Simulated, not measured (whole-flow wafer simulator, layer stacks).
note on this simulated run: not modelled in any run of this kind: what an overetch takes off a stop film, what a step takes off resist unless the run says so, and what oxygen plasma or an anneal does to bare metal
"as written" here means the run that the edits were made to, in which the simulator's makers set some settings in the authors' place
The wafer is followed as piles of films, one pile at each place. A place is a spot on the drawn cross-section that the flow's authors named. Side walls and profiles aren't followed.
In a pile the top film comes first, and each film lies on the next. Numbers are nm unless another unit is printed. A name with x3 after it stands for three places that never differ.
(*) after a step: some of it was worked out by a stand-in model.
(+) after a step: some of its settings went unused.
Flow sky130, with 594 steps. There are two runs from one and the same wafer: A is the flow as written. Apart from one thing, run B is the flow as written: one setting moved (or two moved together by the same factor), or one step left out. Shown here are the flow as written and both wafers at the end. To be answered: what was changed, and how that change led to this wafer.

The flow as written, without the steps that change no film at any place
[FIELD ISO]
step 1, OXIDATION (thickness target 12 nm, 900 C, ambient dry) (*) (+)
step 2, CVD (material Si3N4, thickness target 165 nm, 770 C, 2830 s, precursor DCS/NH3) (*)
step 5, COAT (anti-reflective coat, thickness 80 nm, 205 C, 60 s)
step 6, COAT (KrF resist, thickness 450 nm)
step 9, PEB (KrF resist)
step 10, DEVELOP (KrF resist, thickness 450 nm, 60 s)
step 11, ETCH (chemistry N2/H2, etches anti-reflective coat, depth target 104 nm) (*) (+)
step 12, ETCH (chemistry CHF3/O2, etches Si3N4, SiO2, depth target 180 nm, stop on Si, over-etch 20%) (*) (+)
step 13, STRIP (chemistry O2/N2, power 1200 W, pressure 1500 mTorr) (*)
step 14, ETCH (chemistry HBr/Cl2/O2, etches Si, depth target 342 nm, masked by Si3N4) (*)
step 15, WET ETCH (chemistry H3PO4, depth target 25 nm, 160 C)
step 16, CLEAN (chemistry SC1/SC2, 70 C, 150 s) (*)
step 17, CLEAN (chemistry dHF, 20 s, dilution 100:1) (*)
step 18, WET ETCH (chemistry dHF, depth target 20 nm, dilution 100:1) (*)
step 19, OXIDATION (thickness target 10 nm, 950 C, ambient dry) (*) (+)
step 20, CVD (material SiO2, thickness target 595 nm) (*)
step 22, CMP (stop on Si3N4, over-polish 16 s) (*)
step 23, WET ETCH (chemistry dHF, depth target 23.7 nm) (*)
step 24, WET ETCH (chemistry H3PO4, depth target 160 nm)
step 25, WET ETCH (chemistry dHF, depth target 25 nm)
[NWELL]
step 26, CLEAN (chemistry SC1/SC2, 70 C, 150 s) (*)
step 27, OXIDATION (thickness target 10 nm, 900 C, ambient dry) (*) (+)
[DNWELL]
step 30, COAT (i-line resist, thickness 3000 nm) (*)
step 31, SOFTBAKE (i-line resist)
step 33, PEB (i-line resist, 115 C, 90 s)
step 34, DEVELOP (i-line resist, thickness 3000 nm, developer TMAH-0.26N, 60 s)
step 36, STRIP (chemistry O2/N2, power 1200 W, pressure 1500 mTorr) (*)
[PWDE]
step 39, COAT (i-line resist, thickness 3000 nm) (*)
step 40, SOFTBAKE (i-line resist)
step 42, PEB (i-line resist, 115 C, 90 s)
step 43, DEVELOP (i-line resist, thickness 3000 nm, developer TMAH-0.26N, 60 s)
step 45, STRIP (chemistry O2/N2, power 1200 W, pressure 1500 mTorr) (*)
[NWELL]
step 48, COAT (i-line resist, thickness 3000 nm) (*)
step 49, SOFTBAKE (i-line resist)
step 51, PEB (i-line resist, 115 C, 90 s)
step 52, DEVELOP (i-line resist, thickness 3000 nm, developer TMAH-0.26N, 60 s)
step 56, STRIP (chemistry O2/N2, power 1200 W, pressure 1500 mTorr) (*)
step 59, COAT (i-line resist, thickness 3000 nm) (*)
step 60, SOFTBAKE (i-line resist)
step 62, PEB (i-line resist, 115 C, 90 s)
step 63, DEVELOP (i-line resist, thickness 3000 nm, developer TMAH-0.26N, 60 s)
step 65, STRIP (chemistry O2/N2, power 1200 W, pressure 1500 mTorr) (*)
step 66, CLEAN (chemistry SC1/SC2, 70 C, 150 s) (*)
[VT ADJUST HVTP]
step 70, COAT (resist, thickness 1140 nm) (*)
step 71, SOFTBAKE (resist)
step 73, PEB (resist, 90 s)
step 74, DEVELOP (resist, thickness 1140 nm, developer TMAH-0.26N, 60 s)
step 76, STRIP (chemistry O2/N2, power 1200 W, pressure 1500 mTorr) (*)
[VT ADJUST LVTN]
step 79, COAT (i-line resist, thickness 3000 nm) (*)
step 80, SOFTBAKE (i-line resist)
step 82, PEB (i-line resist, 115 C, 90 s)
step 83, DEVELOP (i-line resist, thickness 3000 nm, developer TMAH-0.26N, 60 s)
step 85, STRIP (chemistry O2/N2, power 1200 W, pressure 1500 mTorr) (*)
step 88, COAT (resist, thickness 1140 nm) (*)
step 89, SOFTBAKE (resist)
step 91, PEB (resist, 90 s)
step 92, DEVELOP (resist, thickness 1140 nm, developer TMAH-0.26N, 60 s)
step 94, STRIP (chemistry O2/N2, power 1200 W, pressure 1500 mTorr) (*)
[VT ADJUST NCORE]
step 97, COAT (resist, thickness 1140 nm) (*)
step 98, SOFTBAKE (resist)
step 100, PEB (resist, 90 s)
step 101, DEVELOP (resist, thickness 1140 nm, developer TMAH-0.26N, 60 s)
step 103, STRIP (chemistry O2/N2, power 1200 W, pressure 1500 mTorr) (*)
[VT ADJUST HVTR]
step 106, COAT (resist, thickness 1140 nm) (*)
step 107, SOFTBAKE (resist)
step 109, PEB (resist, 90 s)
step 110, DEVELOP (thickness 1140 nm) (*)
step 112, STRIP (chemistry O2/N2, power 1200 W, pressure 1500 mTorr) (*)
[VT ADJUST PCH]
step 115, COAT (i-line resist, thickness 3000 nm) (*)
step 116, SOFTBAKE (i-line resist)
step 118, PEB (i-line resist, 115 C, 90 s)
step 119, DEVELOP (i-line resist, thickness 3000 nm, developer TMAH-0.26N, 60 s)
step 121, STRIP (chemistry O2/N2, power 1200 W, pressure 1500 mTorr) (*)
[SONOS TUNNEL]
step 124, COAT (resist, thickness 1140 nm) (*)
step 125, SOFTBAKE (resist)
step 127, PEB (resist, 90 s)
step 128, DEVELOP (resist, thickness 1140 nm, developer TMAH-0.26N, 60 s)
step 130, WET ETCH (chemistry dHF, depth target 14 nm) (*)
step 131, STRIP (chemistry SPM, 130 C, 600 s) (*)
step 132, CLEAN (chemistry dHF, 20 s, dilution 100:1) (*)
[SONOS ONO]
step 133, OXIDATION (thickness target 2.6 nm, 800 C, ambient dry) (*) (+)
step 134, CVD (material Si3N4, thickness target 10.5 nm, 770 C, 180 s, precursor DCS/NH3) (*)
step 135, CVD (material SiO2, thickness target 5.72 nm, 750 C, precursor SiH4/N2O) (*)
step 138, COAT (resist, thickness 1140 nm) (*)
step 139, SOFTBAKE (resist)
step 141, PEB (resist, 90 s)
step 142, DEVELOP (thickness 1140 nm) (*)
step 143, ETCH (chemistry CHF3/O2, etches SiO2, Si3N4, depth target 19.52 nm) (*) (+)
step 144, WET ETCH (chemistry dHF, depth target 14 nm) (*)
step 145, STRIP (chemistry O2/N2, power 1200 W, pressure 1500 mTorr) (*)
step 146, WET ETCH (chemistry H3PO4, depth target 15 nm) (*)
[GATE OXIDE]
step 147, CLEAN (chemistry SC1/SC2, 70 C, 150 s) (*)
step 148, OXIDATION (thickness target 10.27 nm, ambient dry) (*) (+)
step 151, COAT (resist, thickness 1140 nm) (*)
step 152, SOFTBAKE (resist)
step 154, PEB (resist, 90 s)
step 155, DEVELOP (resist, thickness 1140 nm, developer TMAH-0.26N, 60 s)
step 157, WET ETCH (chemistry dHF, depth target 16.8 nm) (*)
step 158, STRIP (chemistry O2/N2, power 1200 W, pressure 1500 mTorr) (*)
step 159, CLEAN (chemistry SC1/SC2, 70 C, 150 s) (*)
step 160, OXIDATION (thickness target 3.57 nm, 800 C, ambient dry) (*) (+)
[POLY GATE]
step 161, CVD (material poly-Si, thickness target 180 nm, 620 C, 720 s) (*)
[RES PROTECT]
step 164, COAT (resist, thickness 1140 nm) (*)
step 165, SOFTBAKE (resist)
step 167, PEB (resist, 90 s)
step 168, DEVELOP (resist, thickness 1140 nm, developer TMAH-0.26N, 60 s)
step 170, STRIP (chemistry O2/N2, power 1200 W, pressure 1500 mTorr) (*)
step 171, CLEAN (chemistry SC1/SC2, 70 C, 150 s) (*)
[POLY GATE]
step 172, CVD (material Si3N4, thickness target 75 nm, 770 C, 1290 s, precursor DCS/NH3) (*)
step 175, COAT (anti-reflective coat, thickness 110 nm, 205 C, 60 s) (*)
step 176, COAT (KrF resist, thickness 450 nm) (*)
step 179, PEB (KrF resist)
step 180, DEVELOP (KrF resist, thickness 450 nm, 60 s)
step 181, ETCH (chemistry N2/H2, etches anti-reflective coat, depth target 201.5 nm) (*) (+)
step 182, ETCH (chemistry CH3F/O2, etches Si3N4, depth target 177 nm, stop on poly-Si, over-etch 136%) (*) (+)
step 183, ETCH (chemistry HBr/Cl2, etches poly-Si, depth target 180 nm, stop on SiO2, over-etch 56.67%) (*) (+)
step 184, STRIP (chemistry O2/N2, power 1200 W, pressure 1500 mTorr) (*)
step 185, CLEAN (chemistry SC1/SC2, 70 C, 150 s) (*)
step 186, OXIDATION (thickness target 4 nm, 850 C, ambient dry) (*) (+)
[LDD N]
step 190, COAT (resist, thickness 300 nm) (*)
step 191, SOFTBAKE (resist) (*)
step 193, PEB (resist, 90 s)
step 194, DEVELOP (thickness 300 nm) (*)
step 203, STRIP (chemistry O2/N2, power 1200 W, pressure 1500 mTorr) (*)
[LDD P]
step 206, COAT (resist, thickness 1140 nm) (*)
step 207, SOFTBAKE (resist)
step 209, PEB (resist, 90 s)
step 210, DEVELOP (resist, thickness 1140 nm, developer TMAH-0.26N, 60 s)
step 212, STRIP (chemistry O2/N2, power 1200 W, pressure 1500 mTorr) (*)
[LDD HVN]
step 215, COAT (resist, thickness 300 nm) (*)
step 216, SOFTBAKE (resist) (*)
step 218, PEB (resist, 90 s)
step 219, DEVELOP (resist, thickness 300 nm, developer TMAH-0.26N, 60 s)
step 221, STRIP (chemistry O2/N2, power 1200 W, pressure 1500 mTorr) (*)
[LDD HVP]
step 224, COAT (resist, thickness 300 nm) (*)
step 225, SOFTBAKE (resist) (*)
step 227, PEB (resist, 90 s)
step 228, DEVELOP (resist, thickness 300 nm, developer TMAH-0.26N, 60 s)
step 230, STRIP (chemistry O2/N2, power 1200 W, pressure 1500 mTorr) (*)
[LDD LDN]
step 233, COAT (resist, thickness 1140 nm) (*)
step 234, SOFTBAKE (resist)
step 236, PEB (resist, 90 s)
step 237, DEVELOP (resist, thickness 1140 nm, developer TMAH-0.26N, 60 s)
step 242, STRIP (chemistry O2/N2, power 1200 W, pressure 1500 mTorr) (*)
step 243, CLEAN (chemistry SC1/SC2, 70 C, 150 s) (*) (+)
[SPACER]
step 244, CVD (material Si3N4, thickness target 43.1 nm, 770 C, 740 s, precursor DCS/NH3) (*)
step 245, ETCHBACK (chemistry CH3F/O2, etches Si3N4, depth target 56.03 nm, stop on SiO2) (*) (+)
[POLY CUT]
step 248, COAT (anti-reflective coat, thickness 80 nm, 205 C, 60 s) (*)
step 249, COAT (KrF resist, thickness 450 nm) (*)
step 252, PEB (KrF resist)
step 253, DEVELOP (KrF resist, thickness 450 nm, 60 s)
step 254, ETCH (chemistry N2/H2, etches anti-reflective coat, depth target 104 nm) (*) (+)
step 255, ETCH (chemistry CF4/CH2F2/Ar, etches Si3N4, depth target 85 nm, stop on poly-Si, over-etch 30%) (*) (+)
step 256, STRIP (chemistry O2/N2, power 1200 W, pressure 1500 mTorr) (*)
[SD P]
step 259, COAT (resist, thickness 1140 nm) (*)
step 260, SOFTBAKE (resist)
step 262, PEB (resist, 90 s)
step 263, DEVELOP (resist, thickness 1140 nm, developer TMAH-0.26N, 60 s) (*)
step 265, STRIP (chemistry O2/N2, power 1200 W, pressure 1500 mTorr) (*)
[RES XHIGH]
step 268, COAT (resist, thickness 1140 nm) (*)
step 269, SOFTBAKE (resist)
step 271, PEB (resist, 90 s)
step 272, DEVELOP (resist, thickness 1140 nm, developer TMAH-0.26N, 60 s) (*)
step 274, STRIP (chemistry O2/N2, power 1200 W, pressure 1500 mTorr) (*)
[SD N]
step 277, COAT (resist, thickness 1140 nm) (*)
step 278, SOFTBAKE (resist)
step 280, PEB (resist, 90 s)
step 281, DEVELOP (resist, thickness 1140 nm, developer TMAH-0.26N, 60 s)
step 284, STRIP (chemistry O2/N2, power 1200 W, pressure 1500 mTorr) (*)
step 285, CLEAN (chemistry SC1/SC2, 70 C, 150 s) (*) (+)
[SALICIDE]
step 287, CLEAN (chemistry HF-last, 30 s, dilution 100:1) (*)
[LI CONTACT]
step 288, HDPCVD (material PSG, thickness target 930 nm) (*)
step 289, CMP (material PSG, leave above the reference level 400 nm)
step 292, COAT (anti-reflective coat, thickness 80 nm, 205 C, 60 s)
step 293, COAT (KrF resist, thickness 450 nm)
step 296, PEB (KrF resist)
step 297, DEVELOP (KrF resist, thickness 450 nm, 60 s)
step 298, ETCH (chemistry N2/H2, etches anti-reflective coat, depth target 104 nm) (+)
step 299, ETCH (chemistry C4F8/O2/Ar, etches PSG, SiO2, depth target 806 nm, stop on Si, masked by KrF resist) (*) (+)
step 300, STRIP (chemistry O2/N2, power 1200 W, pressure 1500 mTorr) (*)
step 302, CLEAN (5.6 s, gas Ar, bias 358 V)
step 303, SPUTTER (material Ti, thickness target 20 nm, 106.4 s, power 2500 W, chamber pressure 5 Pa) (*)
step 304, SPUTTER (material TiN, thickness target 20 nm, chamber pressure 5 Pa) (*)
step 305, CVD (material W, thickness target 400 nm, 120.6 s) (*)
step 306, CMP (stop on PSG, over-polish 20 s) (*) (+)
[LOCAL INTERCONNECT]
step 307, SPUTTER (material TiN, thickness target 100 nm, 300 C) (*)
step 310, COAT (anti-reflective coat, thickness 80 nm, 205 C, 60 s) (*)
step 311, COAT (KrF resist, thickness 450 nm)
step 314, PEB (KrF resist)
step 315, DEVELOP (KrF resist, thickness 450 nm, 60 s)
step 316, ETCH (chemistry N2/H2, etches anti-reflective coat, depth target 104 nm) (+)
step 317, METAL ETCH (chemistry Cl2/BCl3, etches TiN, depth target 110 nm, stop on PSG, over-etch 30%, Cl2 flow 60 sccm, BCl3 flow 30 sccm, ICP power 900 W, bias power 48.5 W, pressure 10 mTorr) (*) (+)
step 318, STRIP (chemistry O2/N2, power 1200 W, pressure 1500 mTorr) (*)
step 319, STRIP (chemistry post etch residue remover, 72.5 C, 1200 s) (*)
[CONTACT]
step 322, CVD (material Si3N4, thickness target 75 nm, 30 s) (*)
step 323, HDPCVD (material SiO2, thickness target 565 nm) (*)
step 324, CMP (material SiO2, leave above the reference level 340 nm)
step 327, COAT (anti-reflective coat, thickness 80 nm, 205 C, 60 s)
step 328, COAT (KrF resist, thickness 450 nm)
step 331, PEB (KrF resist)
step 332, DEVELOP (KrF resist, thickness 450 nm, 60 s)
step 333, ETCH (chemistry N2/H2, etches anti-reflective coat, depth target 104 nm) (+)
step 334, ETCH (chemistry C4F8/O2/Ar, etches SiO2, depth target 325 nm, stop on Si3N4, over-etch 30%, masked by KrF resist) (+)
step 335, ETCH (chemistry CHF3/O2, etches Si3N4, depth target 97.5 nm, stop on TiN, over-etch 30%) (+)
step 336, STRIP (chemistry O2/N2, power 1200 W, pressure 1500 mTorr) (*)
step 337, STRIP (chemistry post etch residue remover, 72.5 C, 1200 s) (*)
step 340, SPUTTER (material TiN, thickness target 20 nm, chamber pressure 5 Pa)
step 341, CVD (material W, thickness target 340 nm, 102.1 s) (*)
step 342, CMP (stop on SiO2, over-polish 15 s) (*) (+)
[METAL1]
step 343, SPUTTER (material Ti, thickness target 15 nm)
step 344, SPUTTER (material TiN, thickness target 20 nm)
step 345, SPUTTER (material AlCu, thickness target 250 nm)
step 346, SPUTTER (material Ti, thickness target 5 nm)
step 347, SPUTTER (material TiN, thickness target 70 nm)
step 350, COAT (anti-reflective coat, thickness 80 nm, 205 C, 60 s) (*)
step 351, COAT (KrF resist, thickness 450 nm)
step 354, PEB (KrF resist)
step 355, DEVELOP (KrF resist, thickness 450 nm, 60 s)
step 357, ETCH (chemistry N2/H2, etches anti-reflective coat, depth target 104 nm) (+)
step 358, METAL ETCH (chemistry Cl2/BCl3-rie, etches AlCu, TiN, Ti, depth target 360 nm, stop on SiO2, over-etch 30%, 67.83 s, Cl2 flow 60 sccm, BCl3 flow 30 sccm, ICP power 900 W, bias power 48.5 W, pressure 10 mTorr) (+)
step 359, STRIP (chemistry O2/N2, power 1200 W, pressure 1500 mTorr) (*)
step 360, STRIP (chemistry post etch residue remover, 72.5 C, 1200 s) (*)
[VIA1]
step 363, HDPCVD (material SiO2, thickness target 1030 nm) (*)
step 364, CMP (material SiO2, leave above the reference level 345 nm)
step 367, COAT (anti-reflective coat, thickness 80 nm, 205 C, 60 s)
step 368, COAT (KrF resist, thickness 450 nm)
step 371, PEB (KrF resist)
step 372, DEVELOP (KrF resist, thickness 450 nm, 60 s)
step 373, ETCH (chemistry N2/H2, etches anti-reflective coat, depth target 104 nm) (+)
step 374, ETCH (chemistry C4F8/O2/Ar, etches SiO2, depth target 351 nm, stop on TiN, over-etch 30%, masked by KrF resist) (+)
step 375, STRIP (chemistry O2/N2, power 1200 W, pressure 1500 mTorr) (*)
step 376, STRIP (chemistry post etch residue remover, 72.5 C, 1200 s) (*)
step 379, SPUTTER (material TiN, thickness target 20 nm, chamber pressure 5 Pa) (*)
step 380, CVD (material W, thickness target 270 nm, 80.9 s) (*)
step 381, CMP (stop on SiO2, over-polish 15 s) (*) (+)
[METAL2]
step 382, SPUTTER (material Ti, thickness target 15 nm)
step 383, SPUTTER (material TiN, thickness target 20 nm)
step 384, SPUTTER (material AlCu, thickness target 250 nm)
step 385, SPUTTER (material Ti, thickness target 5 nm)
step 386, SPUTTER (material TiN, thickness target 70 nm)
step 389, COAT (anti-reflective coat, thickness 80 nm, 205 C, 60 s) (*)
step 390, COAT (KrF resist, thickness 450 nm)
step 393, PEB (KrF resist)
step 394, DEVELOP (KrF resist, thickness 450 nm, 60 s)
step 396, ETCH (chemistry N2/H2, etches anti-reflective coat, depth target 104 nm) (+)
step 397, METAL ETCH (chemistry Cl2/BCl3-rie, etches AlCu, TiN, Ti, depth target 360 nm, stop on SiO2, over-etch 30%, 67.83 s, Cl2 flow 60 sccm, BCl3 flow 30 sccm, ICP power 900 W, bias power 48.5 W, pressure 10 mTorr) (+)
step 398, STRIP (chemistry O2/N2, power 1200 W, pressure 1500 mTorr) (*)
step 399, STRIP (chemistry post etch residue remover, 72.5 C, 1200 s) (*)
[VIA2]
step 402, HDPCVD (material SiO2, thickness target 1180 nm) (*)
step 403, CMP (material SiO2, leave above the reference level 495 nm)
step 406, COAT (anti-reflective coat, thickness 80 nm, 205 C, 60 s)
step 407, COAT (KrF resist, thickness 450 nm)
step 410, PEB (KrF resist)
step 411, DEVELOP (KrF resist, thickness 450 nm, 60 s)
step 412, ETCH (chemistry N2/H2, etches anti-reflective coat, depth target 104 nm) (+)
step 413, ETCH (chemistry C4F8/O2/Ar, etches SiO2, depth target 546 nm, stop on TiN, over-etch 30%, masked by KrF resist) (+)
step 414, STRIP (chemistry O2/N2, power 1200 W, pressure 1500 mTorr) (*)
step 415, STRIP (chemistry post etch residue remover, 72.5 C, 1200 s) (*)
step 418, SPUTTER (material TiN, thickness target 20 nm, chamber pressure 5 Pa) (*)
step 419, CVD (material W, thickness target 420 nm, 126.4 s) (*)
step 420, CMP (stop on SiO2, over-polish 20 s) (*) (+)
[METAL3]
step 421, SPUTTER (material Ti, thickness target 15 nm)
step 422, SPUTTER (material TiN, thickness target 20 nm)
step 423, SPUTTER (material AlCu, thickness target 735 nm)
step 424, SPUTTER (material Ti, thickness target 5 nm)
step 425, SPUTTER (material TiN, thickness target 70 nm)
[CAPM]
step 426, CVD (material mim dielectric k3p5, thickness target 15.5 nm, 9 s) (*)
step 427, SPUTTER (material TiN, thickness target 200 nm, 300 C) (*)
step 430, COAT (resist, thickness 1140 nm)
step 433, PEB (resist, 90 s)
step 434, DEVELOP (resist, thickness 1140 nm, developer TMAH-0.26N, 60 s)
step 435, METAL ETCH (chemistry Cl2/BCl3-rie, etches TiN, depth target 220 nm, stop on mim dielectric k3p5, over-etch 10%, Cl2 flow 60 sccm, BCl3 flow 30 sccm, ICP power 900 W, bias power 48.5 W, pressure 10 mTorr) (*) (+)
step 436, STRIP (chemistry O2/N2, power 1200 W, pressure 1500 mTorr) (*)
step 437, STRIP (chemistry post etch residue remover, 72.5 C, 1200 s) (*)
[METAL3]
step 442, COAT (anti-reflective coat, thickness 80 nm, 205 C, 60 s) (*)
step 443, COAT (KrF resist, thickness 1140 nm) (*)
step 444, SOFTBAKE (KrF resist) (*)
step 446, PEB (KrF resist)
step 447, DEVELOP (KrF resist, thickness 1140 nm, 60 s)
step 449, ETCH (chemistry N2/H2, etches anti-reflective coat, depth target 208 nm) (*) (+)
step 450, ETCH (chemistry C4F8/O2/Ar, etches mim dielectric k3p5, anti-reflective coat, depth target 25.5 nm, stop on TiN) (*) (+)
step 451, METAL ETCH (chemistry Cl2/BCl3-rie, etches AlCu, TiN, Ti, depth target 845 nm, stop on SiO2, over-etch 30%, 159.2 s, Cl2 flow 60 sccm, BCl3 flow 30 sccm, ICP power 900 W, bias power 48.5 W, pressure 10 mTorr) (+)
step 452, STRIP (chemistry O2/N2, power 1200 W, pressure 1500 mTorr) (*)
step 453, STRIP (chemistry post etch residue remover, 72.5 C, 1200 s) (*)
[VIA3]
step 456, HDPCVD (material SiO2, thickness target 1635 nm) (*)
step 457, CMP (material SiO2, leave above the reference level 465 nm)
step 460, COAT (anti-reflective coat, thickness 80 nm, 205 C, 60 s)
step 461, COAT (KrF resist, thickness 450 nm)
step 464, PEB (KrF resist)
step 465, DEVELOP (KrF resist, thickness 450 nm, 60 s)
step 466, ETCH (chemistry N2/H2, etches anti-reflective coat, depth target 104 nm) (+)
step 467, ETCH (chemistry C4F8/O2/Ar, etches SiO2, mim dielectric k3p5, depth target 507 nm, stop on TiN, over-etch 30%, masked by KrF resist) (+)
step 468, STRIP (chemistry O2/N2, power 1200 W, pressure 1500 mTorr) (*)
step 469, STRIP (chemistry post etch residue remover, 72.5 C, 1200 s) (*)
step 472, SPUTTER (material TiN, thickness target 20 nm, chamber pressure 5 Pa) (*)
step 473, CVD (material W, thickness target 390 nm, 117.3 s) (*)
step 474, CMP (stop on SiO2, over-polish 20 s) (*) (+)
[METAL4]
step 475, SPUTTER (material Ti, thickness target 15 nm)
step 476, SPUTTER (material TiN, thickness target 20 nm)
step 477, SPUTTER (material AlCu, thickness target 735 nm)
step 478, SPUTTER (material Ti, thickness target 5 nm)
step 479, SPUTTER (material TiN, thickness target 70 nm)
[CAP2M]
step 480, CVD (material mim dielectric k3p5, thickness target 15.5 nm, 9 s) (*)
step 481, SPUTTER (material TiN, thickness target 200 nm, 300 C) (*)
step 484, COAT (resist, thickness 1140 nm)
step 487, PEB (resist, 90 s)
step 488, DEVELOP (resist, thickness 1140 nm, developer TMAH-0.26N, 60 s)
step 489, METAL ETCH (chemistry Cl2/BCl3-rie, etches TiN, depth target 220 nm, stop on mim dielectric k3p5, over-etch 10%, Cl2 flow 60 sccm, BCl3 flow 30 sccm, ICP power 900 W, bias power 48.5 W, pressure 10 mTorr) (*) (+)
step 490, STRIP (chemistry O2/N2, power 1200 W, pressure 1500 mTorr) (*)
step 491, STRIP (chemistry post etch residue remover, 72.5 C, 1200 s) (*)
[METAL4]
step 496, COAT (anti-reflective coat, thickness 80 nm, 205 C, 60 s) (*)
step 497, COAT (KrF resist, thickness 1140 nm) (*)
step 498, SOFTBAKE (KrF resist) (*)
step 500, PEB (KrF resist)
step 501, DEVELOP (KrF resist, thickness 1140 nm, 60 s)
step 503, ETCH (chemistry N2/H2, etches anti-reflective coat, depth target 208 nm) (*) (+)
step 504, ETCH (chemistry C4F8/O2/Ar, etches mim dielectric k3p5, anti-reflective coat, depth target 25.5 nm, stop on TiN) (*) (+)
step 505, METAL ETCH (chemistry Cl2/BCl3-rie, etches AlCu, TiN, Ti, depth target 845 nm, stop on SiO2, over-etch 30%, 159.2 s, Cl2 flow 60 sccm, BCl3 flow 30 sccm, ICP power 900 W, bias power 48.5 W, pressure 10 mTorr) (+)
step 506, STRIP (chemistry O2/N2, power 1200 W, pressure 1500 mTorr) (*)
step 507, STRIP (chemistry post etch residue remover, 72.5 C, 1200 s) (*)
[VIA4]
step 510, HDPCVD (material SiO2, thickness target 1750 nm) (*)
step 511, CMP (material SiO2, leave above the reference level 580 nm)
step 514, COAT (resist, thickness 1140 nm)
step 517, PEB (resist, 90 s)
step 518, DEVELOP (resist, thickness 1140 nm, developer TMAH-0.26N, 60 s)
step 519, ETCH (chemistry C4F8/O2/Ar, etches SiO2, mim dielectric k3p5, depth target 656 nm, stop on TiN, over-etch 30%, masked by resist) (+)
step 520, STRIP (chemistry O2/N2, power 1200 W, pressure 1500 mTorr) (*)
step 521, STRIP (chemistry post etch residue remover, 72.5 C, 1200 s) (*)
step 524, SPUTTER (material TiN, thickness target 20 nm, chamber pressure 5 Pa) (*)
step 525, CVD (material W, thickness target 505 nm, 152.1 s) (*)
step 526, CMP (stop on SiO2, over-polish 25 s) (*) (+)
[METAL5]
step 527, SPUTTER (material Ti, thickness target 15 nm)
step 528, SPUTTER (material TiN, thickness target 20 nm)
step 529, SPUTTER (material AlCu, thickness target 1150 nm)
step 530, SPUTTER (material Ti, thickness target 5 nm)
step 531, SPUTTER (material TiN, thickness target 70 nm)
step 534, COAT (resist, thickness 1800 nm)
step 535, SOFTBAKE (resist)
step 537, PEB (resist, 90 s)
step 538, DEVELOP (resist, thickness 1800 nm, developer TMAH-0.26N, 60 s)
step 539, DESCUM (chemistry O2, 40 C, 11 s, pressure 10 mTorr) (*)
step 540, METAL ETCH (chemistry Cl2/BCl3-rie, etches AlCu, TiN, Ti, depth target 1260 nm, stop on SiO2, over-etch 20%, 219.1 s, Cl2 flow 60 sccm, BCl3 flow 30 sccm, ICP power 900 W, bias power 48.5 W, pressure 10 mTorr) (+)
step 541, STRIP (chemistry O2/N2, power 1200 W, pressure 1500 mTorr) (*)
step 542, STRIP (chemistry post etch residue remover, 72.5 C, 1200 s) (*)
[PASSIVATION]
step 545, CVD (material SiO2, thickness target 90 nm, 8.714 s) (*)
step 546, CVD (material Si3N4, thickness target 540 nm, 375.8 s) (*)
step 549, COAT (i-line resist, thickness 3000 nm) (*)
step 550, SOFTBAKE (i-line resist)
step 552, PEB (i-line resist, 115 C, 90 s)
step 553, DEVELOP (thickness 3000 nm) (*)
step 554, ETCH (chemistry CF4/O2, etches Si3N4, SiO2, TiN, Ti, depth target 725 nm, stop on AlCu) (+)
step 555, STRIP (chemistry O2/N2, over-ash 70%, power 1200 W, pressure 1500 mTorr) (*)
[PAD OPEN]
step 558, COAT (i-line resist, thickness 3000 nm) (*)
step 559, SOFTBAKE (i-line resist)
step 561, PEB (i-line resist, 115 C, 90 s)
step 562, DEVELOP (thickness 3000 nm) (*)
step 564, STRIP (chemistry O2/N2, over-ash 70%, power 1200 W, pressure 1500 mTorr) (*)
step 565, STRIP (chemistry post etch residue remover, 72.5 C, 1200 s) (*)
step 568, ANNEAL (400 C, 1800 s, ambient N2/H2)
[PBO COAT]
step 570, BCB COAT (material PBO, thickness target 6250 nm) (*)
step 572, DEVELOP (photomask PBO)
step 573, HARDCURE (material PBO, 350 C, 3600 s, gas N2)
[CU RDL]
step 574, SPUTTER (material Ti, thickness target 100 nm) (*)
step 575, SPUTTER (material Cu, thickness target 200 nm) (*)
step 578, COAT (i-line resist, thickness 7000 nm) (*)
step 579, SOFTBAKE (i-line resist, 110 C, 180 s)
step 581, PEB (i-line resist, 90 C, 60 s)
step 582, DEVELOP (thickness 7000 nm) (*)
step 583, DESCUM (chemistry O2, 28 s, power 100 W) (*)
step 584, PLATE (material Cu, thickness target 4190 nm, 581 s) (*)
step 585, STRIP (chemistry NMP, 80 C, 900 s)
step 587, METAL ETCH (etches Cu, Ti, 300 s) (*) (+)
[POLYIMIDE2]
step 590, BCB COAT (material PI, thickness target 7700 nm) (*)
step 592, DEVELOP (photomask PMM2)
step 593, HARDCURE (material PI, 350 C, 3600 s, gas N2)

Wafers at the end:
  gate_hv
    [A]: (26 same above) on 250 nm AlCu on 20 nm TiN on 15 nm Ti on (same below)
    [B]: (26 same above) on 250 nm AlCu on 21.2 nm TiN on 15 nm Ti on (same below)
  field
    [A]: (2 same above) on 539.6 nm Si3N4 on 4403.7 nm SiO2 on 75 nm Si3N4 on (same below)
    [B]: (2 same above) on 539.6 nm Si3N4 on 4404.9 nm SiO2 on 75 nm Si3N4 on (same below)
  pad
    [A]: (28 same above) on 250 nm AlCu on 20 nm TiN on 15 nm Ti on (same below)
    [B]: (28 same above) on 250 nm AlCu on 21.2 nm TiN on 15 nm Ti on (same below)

What caused this: step 344, SPUTTER: thickness target 21.2 nm was run, whereas the flow has thickness target 20 nm.
One can read it off the wafer: gate_hv has TiN 21.2, and step 344 as written asks for 20 nm.

Step by step, how the change led to this:
  step 344, SPUTTER (material TiN, thickness target 20 nm)
      field, active, n_well and 188 more: A TiN gains 20 (new film) | B TiN gains 21.2 (new film)
  step 358, METAL ETCH (chemistry Cl2/BCl3-rie, etches AlCu, TiN, Ti, depth target 360 nm, stop on SiO2, over-etch 30%, 67.83 s, Cl2 flow 60 sccm, BCl3 flow 30 sccm, ICP power 900 W, bias power 48.5 W, pressure 10 mTorr) (+)
      field, active, gate and 81 more: A TiN loses 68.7 (all of it), Ti loses 5 (all of it), AlCu loses 250 (all of it), TiN loses 20 (all of it), Ti loses 15 (all of it), SiO2 loses 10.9 | B TiN loses 68.7 (all of it), Ti loses 5 (all of it), AlCu loses 250 (all of it), TiN loses 21.2 (all of it), Ti loses 15 (all of it), SiO2 loses 10.8
